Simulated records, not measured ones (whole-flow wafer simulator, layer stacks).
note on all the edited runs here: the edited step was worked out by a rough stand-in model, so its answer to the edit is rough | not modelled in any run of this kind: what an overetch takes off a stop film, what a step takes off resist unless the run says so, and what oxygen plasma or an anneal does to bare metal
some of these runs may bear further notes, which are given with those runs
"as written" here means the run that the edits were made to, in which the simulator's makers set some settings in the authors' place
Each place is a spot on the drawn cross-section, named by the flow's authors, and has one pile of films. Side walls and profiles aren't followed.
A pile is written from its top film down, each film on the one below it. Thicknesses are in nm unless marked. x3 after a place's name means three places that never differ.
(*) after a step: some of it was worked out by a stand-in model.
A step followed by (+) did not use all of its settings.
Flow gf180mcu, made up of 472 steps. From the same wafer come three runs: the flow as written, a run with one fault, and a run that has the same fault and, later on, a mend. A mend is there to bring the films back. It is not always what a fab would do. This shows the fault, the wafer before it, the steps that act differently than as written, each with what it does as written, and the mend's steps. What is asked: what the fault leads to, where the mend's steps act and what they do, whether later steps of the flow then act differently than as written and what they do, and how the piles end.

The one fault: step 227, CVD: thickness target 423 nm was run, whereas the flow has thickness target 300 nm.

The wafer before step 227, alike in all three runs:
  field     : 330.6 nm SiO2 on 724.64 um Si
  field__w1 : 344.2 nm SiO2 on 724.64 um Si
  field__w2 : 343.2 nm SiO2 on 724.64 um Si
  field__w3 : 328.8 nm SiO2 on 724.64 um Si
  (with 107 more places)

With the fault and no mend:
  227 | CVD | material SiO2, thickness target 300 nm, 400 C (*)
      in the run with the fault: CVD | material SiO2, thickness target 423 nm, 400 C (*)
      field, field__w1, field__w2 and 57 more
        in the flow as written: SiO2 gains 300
        in the run with the fault: SiO2 gains 423
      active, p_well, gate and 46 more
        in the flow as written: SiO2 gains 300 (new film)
        in the run with the fault: SiO2 gains 423 (new film)
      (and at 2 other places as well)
  Steps further on in the flow that do not act as written (1 more step, not shown, differs only slightly: by at most 2% or 0.5 nm, whichever is larger):
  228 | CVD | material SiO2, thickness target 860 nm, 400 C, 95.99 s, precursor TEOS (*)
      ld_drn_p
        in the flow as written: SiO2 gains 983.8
        in the run with the fault: SiO2 gains 963.3
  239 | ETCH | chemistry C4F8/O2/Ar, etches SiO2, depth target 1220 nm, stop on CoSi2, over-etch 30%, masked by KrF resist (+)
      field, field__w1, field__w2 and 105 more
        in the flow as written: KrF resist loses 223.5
        in the run with the fault: KrF resist loses 244
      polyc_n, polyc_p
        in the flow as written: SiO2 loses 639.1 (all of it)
        in the run with the fault: SiO2 loses 762.1 (all of it)
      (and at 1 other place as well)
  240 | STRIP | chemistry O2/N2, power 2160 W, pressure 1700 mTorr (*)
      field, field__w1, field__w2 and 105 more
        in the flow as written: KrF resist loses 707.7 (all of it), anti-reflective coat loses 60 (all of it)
        in the run with the fault: KrF resist loses 687.2 (all of it), anti-reflective coat loses 60 (all of it)
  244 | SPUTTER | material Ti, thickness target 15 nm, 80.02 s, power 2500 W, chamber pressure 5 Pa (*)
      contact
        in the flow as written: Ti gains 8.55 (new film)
        in the run with the fault: Ti gains 7.96 (new film)
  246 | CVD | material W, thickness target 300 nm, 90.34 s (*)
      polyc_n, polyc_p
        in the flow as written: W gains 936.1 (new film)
        in the run with the fault: W gains 1059.1 (new film)
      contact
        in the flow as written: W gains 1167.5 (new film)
        in the run with the fault: W gains 1291.5 (new film)
  By the end, the piles at field__w4, field__w8, contact and 9 more depart from the flow's by more than 2% or 0.5 nm, whichever is larger.
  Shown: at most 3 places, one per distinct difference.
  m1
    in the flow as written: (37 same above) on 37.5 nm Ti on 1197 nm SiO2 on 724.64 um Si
    in the run with the fault: (37 same above) on 37.5 nm Ti on 1320 nm SiO2 on 724.64 um Si
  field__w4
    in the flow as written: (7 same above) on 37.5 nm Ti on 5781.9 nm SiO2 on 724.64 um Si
    in the run with the fault: (7 same above) on 37.5 nm Ti on 5904.9 nm SiO2 on 724.64 um Si
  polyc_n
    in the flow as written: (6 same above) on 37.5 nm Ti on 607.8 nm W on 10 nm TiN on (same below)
    in the run with the fault: (6 same above) on 37.5 nm Ti on 730.8 nm W on 10 nm TiN on (same below)

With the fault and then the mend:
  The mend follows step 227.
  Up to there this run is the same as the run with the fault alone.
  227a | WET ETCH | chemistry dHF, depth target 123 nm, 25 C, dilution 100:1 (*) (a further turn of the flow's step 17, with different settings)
      field, field__w1, field__w2 and 108 more
        SiO2 loses 123
  Steps further on in the flow that do not act as written:
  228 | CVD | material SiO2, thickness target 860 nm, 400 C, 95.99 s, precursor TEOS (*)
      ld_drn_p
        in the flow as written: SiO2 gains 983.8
        in the run with the mend: SiO2 gains 963.3
  At every place that both follow, the piles at the end match the flow's.
